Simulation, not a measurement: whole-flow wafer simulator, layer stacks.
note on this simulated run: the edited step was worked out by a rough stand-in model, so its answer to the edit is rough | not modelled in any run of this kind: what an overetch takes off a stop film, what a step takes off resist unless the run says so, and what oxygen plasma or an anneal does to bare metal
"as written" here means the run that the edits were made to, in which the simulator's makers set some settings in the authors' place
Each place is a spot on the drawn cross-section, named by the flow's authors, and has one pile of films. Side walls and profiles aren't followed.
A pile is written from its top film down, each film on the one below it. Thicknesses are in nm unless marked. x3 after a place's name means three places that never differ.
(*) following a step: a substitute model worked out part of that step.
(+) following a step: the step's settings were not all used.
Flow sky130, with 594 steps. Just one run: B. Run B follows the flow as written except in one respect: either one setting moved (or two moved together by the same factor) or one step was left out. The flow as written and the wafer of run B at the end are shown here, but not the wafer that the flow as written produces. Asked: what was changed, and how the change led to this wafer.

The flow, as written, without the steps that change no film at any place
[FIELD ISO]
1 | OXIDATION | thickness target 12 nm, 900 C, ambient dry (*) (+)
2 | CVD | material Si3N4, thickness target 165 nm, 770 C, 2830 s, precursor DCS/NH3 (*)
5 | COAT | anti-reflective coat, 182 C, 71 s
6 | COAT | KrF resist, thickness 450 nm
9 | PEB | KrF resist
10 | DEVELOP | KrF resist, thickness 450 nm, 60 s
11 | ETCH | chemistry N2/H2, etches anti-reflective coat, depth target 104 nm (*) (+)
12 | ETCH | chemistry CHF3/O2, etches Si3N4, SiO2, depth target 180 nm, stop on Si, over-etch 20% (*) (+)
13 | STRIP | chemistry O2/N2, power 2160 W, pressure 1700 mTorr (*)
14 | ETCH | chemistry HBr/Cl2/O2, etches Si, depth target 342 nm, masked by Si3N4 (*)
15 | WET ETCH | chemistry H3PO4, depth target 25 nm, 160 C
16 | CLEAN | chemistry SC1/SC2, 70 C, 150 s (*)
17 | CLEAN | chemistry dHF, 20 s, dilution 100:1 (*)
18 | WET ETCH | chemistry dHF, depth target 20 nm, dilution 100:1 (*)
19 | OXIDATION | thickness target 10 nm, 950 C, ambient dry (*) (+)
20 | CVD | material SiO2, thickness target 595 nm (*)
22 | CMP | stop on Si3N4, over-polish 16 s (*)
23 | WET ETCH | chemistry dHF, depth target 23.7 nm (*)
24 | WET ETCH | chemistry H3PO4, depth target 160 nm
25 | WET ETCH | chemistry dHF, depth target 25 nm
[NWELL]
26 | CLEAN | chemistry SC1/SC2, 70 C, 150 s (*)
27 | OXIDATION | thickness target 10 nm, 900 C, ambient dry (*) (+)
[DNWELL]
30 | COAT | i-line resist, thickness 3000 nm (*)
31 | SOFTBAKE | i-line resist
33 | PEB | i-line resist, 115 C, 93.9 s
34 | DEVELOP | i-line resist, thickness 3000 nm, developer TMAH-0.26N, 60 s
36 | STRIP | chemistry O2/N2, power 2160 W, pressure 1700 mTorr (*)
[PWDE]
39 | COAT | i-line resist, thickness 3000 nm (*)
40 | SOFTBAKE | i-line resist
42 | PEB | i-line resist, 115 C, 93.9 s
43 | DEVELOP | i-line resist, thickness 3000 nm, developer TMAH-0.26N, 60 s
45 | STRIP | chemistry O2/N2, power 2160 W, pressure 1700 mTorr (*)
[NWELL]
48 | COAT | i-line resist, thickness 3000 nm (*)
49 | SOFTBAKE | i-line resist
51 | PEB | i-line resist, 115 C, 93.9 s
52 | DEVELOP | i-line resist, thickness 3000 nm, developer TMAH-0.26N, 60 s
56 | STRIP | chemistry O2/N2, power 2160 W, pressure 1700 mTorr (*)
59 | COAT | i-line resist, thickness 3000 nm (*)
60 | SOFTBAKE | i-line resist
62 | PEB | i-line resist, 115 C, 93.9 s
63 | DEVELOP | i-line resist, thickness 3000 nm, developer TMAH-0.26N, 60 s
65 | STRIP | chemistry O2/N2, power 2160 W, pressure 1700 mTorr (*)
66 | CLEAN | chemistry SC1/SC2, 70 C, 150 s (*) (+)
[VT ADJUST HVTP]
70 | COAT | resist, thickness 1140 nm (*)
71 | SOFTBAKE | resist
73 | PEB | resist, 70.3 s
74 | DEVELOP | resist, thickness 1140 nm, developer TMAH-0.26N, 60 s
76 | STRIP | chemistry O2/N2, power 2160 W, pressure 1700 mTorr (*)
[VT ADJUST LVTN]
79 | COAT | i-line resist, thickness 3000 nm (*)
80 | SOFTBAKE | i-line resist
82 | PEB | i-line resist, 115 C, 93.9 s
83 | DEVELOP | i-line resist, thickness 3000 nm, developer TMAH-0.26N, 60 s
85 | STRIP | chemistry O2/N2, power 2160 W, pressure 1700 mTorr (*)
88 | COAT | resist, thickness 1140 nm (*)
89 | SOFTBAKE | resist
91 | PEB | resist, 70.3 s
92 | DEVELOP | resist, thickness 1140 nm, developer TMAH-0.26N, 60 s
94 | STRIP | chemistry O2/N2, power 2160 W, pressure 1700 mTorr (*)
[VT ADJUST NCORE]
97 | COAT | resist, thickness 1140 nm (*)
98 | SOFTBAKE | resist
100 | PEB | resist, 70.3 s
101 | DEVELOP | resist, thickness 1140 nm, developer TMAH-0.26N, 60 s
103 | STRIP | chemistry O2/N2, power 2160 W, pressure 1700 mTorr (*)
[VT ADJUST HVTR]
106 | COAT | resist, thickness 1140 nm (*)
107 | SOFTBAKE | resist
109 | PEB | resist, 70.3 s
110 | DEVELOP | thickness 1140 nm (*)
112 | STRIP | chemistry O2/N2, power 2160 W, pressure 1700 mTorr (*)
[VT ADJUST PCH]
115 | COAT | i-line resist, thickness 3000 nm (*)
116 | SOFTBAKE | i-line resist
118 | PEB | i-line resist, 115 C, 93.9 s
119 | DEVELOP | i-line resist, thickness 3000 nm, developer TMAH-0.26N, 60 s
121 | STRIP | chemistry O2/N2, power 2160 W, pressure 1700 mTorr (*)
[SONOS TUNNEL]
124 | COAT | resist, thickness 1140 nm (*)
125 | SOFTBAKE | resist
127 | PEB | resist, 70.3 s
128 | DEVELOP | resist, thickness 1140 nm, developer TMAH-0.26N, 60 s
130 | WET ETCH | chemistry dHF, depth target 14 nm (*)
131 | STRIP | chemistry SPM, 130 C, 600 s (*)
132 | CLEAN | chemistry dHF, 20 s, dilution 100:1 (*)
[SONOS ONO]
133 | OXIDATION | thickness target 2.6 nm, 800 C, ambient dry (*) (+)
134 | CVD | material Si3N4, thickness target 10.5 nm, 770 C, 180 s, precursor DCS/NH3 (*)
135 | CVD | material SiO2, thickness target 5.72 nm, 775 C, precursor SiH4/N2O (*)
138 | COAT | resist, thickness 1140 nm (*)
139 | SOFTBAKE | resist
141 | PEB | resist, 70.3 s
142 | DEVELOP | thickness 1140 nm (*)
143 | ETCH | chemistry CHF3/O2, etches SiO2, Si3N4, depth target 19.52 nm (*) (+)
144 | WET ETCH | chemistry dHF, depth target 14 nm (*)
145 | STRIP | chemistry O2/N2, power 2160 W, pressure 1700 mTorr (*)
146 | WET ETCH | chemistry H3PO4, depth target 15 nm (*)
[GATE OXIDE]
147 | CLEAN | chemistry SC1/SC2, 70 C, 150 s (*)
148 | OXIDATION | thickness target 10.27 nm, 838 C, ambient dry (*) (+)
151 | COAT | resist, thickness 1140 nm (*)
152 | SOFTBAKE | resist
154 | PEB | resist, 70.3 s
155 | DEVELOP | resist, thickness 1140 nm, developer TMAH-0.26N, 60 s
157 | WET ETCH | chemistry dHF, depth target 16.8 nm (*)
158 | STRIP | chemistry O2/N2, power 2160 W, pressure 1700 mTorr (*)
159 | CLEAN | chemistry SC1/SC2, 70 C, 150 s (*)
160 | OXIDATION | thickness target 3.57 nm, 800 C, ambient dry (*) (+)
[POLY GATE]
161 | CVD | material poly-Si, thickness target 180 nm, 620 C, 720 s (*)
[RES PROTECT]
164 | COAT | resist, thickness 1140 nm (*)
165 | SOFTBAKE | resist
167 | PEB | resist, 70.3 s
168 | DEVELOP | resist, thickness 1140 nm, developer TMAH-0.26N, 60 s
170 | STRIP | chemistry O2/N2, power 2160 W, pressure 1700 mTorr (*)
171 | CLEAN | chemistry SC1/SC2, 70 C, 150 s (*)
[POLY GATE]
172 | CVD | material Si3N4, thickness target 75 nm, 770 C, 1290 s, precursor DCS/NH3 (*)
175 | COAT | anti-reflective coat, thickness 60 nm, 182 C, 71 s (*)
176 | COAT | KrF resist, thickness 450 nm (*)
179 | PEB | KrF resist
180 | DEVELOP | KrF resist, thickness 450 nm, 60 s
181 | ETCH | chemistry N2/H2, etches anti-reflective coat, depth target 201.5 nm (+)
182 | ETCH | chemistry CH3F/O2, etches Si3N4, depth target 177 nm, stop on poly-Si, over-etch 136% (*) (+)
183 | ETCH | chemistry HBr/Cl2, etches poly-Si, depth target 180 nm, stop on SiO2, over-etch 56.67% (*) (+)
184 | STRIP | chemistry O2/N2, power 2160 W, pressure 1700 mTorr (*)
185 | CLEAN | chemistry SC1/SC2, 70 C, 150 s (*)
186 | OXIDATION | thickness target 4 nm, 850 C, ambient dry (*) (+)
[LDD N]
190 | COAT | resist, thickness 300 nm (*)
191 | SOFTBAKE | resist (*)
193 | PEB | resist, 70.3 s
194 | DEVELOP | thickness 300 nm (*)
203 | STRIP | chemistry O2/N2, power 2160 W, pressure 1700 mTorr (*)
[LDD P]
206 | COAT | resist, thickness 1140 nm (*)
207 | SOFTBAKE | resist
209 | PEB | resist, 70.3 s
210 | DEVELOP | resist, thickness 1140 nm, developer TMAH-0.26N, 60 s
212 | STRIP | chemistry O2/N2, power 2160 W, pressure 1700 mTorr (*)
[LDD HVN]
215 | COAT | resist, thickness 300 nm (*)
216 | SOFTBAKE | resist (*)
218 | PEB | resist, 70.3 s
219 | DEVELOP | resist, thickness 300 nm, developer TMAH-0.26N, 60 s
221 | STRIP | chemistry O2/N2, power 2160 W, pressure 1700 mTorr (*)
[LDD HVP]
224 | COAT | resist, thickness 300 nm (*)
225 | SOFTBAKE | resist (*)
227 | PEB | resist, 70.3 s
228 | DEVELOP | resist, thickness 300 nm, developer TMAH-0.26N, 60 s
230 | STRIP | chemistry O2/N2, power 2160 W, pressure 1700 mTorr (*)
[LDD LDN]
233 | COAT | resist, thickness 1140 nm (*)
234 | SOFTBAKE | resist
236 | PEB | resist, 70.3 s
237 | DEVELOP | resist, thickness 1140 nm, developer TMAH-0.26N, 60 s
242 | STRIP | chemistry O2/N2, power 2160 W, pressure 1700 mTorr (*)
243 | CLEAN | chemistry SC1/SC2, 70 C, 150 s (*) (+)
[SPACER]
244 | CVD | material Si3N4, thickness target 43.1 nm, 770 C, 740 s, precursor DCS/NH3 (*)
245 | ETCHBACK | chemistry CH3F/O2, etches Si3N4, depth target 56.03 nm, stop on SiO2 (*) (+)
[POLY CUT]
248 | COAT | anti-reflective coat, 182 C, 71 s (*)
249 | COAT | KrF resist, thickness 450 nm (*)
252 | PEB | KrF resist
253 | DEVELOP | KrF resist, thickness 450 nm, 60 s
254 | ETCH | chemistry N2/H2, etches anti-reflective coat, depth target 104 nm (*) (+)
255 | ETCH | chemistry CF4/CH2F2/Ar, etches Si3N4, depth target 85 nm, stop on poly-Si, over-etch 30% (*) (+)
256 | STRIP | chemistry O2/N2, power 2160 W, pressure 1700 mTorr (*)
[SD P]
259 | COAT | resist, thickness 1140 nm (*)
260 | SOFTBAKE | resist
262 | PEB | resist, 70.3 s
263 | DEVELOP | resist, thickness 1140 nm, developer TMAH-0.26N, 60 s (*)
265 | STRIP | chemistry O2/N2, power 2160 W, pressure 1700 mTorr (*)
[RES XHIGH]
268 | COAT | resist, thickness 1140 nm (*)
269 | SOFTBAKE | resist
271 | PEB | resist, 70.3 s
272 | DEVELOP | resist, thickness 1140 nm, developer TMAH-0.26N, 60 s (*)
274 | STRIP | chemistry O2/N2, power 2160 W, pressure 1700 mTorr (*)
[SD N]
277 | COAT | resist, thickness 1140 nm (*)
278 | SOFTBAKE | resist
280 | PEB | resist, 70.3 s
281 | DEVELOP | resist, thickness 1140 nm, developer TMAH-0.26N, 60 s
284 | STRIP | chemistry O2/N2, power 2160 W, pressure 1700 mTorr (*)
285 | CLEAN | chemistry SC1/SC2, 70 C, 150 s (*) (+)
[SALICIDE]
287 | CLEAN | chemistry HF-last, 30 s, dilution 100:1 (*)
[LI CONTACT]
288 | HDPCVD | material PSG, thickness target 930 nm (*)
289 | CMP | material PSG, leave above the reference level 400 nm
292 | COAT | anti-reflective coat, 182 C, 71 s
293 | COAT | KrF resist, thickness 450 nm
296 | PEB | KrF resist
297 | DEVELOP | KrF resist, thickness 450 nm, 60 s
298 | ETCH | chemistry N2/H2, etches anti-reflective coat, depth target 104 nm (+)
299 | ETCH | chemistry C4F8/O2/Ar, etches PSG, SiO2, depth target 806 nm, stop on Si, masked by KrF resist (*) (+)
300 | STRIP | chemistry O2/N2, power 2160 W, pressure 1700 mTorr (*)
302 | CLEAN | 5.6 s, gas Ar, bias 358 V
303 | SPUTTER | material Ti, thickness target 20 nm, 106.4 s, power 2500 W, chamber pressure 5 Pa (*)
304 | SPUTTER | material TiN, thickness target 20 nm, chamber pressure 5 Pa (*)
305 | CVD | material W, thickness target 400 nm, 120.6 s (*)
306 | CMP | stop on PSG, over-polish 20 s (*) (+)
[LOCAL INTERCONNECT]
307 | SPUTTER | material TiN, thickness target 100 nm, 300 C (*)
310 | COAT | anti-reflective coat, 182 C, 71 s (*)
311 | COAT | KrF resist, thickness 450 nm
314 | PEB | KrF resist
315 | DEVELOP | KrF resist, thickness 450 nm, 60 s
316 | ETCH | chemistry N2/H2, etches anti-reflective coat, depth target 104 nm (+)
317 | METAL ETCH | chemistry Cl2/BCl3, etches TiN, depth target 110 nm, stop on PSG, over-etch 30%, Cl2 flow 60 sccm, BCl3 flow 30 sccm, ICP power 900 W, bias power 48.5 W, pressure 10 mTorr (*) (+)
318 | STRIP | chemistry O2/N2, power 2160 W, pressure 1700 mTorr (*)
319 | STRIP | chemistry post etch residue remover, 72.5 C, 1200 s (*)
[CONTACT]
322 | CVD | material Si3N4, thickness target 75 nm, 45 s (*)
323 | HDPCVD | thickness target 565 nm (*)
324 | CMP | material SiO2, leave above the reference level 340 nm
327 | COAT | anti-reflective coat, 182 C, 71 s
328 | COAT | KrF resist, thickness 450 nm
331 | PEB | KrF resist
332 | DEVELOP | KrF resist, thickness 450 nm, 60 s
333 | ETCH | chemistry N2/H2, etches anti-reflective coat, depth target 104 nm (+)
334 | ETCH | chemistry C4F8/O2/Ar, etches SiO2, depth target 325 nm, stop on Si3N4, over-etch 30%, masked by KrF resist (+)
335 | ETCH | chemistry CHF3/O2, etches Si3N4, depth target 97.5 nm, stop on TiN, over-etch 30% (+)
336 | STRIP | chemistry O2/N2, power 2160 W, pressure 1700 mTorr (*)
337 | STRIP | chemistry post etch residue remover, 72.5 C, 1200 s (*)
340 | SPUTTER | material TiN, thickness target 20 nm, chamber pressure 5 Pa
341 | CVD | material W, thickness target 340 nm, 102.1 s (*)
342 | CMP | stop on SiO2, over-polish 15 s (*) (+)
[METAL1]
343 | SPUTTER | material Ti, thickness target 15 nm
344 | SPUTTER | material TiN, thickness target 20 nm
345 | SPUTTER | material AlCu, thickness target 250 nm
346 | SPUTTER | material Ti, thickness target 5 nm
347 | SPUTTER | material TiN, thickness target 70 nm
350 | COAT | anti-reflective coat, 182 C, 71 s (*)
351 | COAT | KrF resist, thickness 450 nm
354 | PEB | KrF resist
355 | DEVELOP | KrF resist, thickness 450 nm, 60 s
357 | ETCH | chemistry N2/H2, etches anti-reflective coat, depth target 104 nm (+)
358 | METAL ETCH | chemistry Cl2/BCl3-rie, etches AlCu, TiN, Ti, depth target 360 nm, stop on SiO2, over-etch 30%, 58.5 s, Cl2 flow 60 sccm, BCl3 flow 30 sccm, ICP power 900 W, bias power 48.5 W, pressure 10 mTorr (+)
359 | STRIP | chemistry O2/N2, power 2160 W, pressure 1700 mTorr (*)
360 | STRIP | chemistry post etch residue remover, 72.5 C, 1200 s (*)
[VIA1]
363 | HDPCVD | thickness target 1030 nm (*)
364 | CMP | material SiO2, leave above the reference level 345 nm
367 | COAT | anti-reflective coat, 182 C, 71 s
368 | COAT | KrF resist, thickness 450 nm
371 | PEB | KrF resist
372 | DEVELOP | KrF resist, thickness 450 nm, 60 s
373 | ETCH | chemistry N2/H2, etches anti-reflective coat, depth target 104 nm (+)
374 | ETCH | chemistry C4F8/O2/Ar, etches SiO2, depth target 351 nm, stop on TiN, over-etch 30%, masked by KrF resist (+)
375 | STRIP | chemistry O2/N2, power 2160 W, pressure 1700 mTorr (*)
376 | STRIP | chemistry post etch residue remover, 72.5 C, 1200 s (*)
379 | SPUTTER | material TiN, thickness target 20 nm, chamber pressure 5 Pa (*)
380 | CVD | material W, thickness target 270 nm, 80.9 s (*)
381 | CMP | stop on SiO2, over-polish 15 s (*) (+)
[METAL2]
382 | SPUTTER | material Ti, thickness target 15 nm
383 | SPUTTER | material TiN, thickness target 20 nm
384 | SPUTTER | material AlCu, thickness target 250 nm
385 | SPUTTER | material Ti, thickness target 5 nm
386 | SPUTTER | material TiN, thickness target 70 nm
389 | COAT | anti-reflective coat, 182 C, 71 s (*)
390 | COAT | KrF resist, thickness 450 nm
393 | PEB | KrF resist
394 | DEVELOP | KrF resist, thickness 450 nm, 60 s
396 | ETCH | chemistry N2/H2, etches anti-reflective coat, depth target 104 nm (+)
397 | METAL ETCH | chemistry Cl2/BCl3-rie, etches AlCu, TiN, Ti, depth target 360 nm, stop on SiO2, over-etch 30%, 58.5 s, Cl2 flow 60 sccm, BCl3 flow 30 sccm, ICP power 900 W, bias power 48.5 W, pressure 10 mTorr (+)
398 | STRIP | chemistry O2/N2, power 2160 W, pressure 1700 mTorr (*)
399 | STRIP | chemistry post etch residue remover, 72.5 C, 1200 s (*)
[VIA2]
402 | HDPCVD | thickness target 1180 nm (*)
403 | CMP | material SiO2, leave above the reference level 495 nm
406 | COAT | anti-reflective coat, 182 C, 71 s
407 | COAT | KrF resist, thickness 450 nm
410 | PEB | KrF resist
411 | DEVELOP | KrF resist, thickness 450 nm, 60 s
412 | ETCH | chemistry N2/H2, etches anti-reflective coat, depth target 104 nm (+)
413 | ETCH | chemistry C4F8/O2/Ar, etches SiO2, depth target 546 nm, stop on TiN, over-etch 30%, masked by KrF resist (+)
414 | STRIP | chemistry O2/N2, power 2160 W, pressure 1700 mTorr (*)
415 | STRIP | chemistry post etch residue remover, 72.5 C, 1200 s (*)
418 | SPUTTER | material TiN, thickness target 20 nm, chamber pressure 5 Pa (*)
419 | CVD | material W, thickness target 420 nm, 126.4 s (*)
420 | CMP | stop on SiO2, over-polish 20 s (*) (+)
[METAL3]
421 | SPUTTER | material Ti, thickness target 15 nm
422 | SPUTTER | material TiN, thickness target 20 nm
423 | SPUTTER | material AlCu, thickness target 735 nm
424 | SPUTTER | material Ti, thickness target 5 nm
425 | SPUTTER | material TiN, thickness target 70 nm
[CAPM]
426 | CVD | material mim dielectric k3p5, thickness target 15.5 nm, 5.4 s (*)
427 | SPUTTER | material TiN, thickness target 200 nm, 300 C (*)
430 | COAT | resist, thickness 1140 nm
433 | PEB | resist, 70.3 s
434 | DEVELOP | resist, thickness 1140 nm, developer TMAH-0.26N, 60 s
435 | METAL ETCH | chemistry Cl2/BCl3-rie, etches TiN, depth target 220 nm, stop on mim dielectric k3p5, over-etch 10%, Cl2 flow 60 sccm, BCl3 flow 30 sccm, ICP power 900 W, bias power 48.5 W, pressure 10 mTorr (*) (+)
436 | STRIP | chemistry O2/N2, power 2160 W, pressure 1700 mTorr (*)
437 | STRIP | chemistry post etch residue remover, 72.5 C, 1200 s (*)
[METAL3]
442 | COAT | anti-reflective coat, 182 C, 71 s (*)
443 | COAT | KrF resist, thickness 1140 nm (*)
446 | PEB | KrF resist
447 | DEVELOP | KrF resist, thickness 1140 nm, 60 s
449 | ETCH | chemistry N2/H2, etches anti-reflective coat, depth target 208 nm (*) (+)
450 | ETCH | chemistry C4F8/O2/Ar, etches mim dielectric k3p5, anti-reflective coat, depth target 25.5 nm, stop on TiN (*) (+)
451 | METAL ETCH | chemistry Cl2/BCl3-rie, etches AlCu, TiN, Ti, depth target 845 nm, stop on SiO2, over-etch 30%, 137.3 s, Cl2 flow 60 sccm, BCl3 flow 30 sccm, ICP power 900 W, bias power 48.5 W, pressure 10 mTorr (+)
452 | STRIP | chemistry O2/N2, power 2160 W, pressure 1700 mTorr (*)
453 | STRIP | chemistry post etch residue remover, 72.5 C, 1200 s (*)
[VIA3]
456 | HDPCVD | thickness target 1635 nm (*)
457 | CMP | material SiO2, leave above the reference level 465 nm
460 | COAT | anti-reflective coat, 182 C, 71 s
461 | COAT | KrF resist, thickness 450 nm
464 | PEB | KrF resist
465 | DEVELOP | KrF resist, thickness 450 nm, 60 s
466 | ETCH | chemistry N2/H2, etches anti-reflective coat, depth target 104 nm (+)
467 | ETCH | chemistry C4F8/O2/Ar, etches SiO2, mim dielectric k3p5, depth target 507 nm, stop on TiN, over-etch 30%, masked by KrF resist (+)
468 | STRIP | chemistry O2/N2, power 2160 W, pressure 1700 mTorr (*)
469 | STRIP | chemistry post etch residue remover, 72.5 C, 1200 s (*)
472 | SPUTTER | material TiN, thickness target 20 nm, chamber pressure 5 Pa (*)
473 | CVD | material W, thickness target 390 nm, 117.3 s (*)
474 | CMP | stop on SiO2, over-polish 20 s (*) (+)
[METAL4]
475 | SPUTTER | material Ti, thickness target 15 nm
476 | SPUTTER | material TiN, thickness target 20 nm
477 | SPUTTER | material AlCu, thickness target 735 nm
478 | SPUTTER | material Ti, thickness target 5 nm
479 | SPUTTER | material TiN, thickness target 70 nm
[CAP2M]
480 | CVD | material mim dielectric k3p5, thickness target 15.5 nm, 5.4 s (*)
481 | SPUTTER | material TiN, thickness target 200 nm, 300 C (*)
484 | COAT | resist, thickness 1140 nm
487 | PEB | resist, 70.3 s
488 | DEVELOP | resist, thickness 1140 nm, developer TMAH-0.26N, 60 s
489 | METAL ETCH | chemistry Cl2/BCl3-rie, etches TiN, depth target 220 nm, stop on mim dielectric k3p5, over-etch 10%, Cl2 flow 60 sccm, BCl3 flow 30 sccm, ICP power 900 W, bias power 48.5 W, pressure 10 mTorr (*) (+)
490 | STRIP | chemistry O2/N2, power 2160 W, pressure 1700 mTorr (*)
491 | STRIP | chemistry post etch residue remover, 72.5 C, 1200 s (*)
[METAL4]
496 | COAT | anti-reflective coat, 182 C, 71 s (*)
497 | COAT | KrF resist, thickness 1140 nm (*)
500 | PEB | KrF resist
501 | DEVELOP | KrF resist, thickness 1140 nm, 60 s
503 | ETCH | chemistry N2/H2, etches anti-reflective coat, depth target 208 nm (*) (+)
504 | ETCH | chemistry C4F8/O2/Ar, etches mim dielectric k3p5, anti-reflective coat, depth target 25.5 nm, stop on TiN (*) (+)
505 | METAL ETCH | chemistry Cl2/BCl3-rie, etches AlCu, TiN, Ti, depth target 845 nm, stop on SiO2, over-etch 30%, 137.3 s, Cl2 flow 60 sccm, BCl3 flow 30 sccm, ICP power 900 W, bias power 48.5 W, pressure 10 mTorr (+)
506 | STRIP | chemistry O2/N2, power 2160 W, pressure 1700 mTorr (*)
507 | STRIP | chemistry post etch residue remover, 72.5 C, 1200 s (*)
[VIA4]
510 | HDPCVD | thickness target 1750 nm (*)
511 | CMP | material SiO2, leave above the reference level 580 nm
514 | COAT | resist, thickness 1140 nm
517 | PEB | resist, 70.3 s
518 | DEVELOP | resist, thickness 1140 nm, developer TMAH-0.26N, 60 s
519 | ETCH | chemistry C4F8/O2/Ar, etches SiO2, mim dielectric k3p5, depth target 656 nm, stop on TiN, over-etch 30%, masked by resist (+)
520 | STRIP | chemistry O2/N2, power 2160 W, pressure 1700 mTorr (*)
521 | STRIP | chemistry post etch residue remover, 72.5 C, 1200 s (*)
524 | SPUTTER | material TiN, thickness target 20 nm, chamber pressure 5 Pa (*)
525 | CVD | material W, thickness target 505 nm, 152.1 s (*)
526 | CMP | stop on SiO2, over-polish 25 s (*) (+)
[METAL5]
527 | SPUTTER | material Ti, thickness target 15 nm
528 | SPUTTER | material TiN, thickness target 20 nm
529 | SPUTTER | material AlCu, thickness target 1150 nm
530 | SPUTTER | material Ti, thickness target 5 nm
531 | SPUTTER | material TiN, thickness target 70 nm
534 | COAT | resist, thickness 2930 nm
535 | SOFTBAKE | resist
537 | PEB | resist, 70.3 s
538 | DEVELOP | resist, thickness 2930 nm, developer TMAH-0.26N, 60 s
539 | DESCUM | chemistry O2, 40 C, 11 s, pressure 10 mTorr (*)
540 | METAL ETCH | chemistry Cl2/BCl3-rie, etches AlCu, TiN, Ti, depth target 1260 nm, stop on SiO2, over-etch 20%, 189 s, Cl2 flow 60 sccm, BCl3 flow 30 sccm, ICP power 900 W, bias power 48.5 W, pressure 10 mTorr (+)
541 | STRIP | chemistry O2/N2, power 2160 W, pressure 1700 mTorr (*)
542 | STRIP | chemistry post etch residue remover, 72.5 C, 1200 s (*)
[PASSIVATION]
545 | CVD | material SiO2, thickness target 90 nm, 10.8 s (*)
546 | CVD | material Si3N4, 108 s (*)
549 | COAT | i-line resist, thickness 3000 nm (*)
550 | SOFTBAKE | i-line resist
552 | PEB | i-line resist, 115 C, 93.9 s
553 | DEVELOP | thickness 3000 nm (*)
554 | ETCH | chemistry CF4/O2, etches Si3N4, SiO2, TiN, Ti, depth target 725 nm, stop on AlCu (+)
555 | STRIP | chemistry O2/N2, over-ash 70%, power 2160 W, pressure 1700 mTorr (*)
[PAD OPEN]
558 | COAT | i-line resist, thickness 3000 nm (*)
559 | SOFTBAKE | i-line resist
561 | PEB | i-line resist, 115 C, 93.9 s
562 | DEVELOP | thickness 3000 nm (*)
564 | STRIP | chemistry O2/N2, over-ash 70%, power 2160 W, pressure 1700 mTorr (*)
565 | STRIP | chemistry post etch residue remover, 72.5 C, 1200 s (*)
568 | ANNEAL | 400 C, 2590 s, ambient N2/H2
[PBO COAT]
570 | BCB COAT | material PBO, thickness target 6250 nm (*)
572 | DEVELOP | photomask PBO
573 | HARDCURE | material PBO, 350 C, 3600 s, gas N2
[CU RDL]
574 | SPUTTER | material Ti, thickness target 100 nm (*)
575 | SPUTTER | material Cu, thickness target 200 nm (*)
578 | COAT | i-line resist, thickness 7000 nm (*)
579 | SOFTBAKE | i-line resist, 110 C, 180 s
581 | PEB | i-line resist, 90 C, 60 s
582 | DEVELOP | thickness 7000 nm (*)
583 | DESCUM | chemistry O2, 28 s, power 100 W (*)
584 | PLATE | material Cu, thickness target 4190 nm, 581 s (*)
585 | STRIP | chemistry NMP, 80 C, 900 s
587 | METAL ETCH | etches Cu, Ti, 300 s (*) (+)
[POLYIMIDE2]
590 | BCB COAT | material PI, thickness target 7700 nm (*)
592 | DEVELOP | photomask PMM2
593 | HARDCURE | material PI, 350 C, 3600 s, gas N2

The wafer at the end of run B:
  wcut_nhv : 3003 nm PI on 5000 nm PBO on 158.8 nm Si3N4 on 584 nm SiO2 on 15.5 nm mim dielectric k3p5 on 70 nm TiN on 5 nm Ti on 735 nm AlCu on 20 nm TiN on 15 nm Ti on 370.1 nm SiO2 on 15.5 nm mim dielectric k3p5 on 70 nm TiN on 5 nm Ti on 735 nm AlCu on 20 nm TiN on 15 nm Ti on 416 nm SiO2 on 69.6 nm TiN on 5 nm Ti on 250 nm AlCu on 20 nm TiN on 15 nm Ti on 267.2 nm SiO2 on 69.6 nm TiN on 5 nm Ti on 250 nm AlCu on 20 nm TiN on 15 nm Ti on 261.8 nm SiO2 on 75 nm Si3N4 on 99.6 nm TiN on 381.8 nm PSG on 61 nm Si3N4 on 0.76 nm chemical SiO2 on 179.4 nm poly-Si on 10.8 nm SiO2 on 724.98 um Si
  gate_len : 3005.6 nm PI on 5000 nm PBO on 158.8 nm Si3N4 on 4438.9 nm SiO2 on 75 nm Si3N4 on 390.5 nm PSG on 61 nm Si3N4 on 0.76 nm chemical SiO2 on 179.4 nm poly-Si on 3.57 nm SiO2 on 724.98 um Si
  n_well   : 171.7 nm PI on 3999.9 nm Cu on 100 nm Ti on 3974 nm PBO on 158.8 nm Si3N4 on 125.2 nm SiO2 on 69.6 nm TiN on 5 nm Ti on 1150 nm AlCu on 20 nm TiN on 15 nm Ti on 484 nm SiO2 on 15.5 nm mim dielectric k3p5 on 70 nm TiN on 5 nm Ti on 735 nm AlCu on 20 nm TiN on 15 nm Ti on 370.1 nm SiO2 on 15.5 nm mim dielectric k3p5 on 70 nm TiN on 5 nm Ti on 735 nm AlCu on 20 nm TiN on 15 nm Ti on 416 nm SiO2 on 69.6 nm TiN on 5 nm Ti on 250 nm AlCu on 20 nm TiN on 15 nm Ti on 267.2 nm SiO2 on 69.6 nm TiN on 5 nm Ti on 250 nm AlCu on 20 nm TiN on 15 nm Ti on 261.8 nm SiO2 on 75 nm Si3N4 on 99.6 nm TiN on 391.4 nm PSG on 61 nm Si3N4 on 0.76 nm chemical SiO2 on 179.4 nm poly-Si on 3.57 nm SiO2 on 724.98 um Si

What caused this: step 590, BCB COAT: thickness target 4620 nm was run, though the flow has thickness target 7700 nm.

How this came from the change, step by step:
  590 | BCB COAT | material PI, thickness target 7700 nm (*)
      de16_gate_nw: PI gains 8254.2 (new film) (as written it would have been: PI gains 11.5 um (new film))
      dice_street, wcut_nhv, wcut_phv and 14 more: PI gains 4620 (new film) (as written it would have been: PI gains 7700 (new film))
      (as well as at 175 more places)
  592 | DEVELOP | photomask PMM2
      pad: PI loses 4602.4 (all of it) (as written it would have been: PI loses 7682.4 (all of it))
  593 | HARDCURE | material PI, 350 C, 3600 s, gas N2
      dice_street, wcut_nhv, wcut_phv and 21 more: PI loses 1617 (as written it would have been: PI loses 2695)
      n_well, p_well, sd_n, sd_p: PI loses 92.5 (as written it would have been: PI loses 1170.4)
      (as well as at 164 more places)
